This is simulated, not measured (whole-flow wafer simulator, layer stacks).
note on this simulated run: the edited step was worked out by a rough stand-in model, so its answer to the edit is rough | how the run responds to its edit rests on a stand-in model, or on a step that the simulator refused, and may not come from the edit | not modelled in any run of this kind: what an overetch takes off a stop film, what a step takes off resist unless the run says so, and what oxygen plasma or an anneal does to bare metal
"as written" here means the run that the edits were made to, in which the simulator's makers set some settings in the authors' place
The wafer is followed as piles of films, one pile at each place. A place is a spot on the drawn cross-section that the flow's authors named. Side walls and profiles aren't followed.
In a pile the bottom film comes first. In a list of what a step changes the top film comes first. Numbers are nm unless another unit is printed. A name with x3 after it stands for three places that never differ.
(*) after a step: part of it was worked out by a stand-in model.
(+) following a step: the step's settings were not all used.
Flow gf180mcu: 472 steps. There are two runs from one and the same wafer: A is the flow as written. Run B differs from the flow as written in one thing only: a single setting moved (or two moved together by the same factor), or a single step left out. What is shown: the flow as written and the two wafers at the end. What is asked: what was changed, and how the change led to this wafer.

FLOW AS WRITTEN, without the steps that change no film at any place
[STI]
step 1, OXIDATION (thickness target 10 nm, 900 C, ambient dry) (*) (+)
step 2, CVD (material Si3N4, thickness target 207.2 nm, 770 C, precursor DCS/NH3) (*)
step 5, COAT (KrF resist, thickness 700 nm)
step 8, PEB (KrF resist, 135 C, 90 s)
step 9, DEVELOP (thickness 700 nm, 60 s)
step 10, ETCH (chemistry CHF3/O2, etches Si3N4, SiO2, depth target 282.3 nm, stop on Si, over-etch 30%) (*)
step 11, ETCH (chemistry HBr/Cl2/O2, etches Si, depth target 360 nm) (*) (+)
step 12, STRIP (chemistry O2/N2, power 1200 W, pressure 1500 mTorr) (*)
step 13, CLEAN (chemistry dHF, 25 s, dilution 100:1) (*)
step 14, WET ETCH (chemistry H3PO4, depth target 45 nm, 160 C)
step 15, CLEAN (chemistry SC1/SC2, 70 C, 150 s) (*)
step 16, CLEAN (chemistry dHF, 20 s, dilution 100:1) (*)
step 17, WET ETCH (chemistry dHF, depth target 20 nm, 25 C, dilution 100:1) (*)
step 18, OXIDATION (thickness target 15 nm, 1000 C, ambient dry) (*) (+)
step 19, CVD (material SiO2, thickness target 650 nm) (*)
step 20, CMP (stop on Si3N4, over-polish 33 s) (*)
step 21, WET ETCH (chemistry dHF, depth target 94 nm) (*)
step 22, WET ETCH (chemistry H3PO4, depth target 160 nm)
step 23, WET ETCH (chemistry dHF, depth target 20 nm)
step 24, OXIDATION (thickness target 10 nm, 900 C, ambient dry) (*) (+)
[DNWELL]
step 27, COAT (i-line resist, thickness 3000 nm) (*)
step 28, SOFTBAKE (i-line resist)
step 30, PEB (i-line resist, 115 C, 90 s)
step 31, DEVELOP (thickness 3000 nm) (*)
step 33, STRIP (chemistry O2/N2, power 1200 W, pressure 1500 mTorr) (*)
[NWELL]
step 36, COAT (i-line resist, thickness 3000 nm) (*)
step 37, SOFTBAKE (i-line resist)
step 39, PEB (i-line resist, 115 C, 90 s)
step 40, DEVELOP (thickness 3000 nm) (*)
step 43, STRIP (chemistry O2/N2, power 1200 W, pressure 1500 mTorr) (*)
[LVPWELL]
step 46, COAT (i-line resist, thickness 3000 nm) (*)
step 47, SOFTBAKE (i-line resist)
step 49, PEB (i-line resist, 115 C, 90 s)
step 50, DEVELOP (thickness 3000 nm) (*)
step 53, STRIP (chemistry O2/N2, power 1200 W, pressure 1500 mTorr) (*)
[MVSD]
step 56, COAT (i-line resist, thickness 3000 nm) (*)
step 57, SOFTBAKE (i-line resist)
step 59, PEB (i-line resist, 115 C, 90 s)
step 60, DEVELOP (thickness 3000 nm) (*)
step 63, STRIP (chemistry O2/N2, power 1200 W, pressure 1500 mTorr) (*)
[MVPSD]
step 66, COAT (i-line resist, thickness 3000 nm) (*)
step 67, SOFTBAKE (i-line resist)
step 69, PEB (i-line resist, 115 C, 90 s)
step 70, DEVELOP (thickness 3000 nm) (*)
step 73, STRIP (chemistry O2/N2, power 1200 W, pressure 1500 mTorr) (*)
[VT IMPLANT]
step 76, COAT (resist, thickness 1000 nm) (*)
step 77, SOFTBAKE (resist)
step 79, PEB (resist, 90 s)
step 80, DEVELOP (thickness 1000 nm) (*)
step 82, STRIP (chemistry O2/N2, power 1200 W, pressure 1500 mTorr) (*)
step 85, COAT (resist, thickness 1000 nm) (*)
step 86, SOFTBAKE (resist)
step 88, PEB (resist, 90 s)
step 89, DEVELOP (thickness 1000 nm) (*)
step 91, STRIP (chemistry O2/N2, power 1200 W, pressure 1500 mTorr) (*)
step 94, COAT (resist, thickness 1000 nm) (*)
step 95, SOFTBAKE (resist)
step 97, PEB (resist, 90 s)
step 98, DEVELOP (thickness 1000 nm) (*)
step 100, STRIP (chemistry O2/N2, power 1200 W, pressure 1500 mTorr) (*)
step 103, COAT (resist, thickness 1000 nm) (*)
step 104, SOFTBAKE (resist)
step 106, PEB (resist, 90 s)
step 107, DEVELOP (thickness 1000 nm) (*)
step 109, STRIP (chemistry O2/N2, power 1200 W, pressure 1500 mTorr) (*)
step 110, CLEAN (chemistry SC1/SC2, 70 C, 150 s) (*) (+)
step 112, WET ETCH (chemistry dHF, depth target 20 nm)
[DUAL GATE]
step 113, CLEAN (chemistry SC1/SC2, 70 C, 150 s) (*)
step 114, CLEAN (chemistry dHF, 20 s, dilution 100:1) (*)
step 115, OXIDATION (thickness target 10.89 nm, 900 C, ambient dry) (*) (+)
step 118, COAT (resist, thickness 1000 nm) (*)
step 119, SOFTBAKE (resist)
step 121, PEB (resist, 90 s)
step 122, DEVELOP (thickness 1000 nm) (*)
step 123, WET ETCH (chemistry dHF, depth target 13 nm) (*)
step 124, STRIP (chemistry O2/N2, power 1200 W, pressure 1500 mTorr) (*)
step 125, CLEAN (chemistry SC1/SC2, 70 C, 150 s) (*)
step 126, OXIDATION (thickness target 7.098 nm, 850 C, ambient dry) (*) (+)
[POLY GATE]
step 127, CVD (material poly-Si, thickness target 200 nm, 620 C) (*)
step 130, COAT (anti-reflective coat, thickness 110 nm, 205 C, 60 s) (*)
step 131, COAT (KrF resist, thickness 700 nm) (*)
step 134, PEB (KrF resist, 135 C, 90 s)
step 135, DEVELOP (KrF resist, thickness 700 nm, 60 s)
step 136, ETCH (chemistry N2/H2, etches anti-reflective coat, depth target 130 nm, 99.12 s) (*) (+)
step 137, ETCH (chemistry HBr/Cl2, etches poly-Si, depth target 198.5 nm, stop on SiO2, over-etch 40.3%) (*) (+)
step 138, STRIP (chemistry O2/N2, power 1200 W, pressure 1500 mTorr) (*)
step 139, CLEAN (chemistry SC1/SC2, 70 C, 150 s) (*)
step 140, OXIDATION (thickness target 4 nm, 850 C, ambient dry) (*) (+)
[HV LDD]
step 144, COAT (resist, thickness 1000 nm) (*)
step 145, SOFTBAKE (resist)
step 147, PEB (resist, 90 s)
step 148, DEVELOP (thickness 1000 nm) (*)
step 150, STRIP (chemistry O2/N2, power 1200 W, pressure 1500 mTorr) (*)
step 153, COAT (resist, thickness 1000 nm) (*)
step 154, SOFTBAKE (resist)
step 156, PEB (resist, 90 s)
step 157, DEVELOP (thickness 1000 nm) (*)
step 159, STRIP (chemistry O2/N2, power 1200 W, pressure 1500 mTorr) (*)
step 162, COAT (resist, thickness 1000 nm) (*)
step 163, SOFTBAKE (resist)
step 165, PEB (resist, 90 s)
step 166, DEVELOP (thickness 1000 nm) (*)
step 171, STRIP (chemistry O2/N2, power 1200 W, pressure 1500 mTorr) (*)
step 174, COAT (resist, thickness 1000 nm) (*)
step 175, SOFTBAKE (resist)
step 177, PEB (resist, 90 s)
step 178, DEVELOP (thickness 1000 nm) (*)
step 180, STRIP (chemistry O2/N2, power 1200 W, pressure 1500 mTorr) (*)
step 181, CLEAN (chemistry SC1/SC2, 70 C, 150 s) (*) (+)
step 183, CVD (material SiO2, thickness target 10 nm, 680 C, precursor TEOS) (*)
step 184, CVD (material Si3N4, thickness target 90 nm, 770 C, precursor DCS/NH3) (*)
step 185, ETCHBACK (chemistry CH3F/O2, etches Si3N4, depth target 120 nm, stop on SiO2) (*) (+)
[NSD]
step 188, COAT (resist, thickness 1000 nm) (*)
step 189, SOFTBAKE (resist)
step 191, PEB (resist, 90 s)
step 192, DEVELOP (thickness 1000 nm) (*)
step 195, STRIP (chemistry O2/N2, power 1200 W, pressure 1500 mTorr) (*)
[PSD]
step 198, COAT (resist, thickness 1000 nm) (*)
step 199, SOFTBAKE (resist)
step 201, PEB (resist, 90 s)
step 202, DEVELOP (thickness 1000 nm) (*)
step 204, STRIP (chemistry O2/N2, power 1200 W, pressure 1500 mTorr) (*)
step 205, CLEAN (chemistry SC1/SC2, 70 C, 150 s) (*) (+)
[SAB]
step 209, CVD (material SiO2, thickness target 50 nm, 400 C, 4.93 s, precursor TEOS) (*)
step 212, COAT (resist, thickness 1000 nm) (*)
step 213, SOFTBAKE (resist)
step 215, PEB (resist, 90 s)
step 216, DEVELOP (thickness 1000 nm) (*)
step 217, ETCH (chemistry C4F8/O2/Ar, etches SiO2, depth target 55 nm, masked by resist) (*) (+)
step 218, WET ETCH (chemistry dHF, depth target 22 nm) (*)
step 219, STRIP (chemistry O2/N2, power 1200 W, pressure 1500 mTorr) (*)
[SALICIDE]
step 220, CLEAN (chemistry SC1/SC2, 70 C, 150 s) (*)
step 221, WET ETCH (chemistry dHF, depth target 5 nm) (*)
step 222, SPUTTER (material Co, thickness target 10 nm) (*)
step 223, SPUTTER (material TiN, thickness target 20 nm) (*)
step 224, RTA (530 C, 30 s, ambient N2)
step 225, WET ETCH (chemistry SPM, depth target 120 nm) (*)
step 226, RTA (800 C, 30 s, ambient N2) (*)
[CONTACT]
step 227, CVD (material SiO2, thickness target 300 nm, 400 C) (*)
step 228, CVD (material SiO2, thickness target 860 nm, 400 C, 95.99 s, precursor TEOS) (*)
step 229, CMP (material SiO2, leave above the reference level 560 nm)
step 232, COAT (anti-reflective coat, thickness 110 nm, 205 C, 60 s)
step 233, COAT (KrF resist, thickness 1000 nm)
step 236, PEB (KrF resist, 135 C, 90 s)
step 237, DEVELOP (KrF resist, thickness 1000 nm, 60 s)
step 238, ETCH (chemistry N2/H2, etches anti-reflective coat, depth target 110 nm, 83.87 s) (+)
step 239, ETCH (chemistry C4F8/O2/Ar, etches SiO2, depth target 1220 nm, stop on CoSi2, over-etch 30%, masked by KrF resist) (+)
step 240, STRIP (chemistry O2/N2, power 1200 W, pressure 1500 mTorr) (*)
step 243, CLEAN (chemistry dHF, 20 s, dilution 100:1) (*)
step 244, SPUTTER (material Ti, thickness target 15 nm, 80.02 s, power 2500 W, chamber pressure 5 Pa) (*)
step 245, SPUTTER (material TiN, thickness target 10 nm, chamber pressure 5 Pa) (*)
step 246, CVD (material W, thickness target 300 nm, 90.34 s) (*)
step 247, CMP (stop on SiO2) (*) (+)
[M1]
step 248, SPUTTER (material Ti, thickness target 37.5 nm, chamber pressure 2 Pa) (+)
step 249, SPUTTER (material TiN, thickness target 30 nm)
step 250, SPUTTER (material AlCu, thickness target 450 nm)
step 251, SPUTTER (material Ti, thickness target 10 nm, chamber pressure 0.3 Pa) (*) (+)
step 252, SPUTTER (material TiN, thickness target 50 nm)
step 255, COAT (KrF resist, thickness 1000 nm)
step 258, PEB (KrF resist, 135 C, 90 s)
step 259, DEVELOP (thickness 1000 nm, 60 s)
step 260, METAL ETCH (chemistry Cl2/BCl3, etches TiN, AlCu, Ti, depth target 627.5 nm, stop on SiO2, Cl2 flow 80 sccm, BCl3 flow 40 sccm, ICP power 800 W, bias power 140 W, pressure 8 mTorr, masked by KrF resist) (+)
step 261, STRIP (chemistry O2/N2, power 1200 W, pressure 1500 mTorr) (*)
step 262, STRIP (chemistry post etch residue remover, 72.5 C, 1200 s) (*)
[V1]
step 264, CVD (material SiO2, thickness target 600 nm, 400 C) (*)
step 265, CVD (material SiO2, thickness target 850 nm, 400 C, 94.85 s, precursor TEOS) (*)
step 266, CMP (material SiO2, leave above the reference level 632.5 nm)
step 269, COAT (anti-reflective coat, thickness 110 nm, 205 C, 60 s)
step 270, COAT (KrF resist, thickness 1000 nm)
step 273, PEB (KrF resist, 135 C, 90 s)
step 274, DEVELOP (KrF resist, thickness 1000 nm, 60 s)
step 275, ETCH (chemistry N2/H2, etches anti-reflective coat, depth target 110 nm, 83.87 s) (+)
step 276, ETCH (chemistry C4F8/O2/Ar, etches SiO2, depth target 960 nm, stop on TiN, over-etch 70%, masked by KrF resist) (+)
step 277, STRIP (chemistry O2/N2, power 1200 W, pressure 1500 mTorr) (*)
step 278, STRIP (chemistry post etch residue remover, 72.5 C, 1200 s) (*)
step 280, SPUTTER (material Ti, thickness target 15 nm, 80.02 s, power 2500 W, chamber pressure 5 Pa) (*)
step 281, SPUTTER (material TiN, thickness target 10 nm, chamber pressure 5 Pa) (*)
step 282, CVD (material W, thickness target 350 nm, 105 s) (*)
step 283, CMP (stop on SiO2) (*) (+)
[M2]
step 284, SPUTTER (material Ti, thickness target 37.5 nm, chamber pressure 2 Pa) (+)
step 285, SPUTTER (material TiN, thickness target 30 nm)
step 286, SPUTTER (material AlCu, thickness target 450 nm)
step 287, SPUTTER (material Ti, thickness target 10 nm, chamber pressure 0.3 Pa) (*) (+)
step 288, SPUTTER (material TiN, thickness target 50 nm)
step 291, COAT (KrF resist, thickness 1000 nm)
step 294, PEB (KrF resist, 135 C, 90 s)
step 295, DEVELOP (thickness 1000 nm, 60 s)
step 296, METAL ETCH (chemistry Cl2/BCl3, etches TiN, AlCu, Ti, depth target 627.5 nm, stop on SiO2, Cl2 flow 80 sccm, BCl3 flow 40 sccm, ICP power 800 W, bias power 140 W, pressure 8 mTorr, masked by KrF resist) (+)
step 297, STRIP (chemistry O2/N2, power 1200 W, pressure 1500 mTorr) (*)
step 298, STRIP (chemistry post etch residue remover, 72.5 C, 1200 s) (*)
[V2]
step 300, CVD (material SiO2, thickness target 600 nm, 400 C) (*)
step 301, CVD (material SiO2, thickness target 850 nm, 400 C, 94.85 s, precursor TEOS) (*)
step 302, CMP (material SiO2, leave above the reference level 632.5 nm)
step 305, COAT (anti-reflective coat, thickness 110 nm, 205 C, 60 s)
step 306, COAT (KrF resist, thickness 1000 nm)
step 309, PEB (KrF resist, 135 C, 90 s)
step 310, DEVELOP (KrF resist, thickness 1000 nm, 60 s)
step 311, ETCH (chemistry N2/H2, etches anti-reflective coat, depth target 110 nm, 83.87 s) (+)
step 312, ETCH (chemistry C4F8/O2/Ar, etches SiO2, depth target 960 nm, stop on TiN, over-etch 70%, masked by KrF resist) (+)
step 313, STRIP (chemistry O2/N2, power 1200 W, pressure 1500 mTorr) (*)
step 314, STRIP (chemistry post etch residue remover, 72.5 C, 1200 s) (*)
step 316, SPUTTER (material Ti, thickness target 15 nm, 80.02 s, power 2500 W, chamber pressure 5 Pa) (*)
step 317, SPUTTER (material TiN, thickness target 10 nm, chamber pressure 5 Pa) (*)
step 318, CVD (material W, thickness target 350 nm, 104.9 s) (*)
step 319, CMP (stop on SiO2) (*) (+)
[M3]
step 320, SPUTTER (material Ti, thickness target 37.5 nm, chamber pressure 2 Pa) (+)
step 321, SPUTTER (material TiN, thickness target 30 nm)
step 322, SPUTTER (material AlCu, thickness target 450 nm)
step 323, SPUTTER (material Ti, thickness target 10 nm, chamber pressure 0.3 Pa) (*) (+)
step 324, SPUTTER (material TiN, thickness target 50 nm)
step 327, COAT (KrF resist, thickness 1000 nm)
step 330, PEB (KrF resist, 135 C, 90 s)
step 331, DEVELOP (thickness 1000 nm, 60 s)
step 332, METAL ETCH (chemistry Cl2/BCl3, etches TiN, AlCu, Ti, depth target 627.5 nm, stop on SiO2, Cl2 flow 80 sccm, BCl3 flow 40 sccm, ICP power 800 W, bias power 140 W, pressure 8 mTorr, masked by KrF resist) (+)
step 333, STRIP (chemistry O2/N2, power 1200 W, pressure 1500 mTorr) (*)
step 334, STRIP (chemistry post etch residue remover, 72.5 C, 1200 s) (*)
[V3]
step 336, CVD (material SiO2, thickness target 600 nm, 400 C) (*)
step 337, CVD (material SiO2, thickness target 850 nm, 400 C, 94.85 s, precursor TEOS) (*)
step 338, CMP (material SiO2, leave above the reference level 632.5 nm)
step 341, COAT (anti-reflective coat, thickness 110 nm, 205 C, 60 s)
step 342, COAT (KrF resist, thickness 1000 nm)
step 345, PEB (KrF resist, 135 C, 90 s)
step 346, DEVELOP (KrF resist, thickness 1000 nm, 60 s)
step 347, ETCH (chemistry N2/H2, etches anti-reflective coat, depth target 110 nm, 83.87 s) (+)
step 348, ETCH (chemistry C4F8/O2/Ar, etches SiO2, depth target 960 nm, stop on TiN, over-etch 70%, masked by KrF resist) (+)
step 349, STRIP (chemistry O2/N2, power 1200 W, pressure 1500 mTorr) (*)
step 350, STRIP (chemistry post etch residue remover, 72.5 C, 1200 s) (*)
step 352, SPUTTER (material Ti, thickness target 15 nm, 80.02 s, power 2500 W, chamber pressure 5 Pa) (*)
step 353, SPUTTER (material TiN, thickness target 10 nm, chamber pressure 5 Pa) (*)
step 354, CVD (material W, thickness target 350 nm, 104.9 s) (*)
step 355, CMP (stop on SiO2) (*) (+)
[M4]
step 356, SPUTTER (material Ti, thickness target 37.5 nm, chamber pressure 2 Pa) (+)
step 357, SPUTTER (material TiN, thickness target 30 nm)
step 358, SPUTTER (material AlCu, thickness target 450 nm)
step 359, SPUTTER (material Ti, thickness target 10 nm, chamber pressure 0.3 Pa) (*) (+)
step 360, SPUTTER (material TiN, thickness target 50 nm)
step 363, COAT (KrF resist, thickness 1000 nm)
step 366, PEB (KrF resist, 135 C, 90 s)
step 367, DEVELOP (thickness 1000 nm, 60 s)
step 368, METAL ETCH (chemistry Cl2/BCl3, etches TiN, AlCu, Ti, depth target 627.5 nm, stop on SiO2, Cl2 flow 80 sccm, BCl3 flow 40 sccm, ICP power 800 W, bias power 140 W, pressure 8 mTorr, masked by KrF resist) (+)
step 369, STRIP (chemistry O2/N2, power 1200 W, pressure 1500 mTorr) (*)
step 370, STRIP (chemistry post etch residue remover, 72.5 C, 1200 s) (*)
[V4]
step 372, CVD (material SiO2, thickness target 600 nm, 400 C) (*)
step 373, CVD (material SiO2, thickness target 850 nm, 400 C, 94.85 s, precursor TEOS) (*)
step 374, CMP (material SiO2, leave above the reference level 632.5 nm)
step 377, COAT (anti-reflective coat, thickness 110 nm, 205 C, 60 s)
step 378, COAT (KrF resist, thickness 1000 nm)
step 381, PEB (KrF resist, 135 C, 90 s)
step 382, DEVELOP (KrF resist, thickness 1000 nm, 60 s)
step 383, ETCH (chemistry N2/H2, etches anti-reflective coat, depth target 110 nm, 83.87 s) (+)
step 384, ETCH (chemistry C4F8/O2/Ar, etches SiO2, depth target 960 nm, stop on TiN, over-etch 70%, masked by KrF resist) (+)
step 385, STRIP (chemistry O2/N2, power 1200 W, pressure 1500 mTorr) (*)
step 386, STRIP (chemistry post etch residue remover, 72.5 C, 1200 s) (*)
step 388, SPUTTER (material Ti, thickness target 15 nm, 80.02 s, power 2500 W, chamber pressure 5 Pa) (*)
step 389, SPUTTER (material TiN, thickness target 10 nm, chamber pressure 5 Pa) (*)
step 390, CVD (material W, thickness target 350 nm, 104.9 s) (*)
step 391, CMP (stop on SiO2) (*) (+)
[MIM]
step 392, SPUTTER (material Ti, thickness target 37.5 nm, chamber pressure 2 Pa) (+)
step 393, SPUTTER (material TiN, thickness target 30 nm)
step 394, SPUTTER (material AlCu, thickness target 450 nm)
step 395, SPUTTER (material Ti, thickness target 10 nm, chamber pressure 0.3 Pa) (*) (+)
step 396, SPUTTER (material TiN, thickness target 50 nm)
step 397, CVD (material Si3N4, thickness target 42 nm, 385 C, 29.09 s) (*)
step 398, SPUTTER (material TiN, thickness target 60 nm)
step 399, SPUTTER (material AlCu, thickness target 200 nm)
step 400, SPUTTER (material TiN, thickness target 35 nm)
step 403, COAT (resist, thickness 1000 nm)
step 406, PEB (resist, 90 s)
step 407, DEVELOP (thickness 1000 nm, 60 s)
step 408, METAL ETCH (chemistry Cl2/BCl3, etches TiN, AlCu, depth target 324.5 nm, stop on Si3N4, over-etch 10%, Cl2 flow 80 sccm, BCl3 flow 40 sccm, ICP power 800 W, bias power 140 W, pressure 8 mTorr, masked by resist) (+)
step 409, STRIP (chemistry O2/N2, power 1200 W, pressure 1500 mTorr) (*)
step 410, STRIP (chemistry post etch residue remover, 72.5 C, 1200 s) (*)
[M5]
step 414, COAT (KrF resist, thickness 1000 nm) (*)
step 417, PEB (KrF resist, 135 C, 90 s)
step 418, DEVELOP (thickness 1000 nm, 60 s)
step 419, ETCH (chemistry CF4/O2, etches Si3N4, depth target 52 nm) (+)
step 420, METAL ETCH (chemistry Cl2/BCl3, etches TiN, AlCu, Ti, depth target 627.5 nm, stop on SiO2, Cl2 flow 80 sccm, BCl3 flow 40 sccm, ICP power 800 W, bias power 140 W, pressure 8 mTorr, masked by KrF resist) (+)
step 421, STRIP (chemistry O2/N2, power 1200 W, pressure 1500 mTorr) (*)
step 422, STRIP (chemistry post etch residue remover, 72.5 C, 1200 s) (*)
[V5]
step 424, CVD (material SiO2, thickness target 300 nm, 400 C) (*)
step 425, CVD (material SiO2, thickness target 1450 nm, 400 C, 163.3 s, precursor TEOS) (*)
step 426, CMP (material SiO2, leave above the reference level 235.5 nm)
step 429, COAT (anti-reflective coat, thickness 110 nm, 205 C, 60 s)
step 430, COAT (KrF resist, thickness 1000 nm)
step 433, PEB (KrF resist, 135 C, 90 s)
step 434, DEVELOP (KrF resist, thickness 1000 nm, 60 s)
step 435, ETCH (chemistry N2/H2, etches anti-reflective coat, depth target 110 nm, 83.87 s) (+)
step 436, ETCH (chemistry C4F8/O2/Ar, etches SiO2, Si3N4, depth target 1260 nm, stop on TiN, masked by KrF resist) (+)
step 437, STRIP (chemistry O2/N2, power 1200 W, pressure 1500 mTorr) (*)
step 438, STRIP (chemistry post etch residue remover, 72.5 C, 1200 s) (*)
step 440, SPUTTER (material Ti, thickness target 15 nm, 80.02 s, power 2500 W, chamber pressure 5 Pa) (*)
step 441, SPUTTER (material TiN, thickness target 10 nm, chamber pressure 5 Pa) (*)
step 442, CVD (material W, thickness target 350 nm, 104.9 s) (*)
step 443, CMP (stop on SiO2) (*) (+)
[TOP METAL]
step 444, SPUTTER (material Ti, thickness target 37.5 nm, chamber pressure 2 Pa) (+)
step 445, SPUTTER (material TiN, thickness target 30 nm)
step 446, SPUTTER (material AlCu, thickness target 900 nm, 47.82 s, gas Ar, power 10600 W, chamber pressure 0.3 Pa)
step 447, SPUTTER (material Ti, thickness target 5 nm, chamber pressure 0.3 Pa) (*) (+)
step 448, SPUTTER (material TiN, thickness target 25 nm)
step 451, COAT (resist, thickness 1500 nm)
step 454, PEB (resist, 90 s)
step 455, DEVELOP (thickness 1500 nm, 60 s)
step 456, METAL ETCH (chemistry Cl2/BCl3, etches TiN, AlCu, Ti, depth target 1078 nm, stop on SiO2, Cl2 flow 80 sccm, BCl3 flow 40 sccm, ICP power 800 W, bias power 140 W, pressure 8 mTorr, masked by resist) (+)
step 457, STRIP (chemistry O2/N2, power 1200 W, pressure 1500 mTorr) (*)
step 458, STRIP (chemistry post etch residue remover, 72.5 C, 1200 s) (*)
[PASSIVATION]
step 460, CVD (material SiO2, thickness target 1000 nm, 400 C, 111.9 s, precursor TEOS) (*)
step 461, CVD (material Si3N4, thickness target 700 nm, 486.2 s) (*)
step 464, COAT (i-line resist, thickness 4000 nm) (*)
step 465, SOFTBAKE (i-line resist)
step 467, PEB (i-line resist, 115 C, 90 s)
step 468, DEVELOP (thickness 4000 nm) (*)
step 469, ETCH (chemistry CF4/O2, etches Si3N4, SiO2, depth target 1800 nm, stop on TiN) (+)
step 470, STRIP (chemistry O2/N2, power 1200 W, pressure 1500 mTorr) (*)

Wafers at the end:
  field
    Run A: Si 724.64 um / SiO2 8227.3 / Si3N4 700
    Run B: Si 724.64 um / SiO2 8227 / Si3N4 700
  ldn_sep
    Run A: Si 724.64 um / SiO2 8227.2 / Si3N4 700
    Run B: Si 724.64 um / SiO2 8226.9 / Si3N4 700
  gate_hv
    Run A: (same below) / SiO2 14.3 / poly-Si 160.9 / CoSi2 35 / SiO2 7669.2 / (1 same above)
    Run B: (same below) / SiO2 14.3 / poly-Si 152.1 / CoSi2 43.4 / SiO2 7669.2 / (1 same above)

What caused this: step 222, SPUTTER: thickness target 12.4 nm was run, whereas the flow has thickness target 10 nm.

Step by step, how the change led to this:
  step 222, SPUTTER (material Co, thickness target 10 nm) (*)
      field, field__w7, field__w8 and 71 more: A +10 Co (new film) | B +12.4 Co (new film)
      field__w6, field_sub, field_sub__w2: A +9.95 Co (new film) | B +12.3 Co (new film)
      (also at 34 further places)
  step 223, SPUTTER (material TiN, thickness target 20 nm) (*)
      field__w12: A +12 TiN (new film) | B +12.6 TiN (new film)
  step 224, RTA (530 C, 30 s, ambient N2)
      gate, gate_hv, gate_p and 22 more: A under 1 film: +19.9 CoSi (new film), -10 Co (all of it), -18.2 poly-Si | B under 1 film: +24.7 CoSi (new film), -12.4 Co (all of it), -22.6 poly-Si
      active, p_well, sd_n and 11 more: A under 1 film: +19.9 CoSi (new film), -10 Co (all of it), -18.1 Si | B under 1 film: +24.7 CoSi (new film), -12.4 Co (all of it), -22.5 Si
      (also at 10 further places)
  step 225, WET ETCH (chemistry SPM, depth target 120 nm) (*)
      field, field__w7, field__w8 and 32 more: A -20 TiN (all of it), -10 Co (all of it) | B -20 TiN (all of it), -12.4 Co (all of it)
      field__w9, nw_enc_fld_lv__w3: A -19.1 TiN (all of it), -9.6 Co (all of it) | B -19.1 TiN (all of it), -11.9 Co (all of it)
      (also at 25 further places)
  step 226, RTA (800 C, 30 s, ambient N2) (*)
      gate, gate_hv, gate_p and 22 more: A +35 CoSi2 (new film), -19.9 CoSi (all of it), -18.2 poly-Si | B +43.4 CoSi2 (new film), -24.7 CoSi (all of it), -22.6 poly-Si
      active, p_well, sd_n and 11 more: A +35 CoSi2 (new film), -19.9 CoSi (all of it), -18.1 Si | B +43.4 CoSi2 (new film), -24.7 CoSi (all of it), -22.5 Si
      (also at 10 further places)
